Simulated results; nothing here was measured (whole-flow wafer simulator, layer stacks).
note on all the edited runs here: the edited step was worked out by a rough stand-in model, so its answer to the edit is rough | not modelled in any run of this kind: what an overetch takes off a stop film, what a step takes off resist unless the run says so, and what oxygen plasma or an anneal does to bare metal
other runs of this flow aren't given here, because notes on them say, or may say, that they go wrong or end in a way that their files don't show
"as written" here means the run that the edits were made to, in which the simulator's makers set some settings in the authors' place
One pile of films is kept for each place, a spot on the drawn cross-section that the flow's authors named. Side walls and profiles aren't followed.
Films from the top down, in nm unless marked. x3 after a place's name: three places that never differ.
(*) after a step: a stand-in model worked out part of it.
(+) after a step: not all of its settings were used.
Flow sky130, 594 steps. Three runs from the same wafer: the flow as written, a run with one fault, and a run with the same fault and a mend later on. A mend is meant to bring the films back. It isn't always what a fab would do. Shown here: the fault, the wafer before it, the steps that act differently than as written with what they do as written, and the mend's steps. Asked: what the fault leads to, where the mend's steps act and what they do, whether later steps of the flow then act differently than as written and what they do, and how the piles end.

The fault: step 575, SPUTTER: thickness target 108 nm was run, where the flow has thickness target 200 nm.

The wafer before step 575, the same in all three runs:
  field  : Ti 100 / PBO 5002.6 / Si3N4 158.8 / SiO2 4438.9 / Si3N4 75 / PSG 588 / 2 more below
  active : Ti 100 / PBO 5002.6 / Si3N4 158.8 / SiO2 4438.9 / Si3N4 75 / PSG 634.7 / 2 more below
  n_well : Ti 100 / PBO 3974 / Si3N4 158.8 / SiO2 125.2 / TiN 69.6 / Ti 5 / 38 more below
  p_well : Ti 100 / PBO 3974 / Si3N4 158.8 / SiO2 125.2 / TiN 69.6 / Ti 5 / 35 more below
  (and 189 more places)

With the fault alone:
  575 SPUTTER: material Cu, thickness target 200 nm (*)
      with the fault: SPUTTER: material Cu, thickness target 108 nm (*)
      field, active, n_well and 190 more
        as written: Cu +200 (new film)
        with the fault: Cu +108 (new film)
  Later steps of the flow that act differently than as written (6 more steps differ only slightly, by at most 2% or 0.5 nm, whichever is larger, and aren't shown):
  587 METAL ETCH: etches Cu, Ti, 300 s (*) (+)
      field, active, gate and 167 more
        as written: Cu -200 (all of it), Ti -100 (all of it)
        with the fault: Cu -108 (all of it), Ti -100 (all of it)
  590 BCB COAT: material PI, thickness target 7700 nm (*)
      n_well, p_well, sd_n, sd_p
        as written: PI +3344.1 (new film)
        with the fault: PI +3436.1 (new film)
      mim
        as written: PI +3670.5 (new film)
        with the fault: PI +3758.4 (new film)
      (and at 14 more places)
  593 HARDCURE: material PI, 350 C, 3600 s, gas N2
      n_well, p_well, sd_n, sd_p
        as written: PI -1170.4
        with the fault: PI -1202.6
  At the end the piles differ from the flow's by more than 2% or 0.5 nm, whichever is larger, at n_well, p_well, sd_n and 20 more.
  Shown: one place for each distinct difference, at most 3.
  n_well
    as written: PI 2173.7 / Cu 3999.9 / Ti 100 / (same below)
    with the fault: PI 2233.5 / Cu 3907.9 / Ti 100 / (same below)
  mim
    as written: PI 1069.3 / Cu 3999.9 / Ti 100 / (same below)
    with the fault: PI 1155.4 / Cu 3907.9 / Ti 100 / (same below)
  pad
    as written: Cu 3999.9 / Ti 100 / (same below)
    with the fault: Cu 3907.9 / Ti 100 / (same below)

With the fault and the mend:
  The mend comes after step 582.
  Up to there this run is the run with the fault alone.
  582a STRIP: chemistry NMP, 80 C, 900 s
      wcut_nhv, wcut_phv, wcut_fox_pw and 23 more
        i-line resist -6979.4 (all of it)
      mim_edge_plate_strap, mim_edge_plate, mim_edge_gap, mim_edge_gap_sheet, vpp_l1ln, dnw_fox
        i-line resist -6980.8 (all of it)
      gate_len, gate_lvt_sd_len, gate_p_sd_len, gate_p_hvt_sd_len, gate_p_lvt_sd_len, gate_len_250
        i-line resist -6982 (all of it)
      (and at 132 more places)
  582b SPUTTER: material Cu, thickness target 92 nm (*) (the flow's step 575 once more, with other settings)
      field, active, n_well and 190 more
        Cu +92
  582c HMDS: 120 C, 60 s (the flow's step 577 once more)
      changes no film at any place that is followed
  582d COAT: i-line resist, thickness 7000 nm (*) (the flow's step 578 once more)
      dice_street, wcut_nhv, wcut_phv and 18 more
        i-line resist +7000 (new film)
      poly_ln, iso_pw_fox, gate_lvt_sd, active_lvt, spacer_lvt, sonos_sd, sonos_cell_x, sonos_guard_x
        i-line resist +7003.2 (new film)
      vpp_iso2, mim_edge_plate_strap, mim_edge_plate, mim_edge_gap, mim_edge_gap_sheet, gate_hv_nvt, de16_nw_sti
        i-line resist +7001.4 (new film)
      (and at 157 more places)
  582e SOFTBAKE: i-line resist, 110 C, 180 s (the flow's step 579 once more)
      de16_gate_pw, de16_pw_fp, de16_pw_sti, de16_psrc_nw
        i-line resist -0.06
      field, active_lvt
        i-line resist +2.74
      mim, vcap_hvt
        i-line resist -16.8
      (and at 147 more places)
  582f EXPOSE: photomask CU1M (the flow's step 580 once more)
      changes no film at any place that is followed
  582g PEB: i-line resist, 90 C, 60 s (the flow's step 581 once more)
      field, active, n_well and 134 more
        i-line resist -0.07
      pad
        i-line resist -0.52
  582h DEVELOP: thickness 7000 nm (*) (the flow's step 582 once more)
      field, active, gate and 167 more
        i-line resist -20.6
      n_well, p_well, sd_n, sd_p
        i-line resist -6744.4 (all of it)
      dep_nw_sti, dep_ntap_nw, de16_nw_sti
        i-line resist -7000.7 (all of it)
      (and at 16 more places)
  No later step of the flow acts differently than as written at any place that is followed.
  At the end the piles are the same as the flow's at every place that both follow.
